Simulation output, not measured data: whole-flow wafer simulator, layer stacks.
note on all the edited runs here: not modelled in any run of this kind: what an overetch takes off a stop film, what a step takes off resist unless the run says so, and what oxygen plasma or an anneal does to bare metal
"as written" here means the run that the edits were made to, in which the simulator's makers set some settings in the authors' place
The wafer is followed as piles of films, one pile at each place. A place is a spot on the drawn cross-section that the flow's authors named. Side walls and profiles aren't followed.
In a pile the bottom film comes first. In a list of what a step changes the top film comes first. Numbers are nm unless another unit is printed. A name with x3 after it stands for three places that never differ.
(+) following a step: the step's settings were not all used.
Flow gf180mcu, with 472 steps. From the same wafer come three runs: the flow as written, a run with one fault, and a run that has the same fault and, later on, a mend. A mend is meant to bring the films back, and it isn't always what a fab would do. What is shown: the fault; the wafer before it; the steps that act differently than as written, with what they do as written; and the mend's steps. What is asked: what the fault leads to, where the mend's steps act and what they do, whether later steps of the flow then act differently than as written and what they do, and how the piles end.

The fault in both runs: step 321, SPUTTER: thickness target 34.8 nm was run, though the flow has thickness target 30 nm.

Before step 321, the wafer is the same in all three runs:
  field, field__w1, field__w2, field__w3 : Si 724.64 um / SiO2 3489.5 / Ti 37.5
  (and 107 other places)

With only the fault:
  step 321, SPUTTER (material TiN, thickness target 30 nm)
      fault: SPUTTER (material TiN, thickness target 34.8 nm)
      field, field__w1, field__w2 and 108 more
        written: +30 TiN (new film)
        fault: +34.8 TiN (new film)
  Steps further on in the flow that do not act as written (1 more step, not shown, differs only slightly: by at most 2% or 0.5 nm, whichever is larger):
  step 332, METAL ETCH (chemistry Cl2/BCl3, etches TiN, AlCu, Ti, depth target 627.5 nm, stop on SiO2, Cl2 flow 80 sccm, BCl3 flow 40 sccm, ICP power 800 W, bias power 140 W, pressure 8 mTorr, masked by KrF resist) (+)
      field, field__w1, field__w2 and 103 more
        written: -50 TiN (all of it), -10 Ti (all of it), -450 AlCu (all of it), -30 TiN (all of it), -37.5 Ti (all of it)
        fault: -50 TiN (all of it), -10 Ti (all of it), -450 AlCu (all of it), -34.8 TiN (all of it), -37.5 Ti (all of it)
  At field__w8, contact, m1, m1__w1, m1_nw, the piles at the end differ from the flow's by more than 2% or 0.5 nm, whichever is larger.
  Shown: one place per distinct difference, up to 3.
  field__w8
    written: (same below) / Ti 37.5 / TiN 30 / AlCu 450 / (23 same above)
    fault: (same below) / Ti 37.5 / TiN 34.8 / AlCu 450 / (23 same above)
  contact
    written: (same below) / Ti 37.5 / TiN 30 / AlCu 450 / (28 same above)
    fault: (same below) / Ti 37.5 / TiN 34.8 / AlCu 450 / (28 same above)

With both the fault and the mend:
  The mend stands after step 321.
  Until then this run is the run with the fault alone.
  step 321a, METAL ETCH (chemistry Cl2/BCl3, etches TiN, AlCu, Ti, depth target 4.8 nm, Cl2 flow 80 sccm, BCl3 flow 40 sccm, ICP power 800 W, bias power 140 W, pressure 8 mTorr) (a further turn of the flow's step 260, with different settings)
      field, field__w1, field__w2 and 108 more
        -4.8 TiN
  Every later step of the flow that is run acts as written at every place that is followed.
  By the end, the piles equal the flow's at every place that both follow.
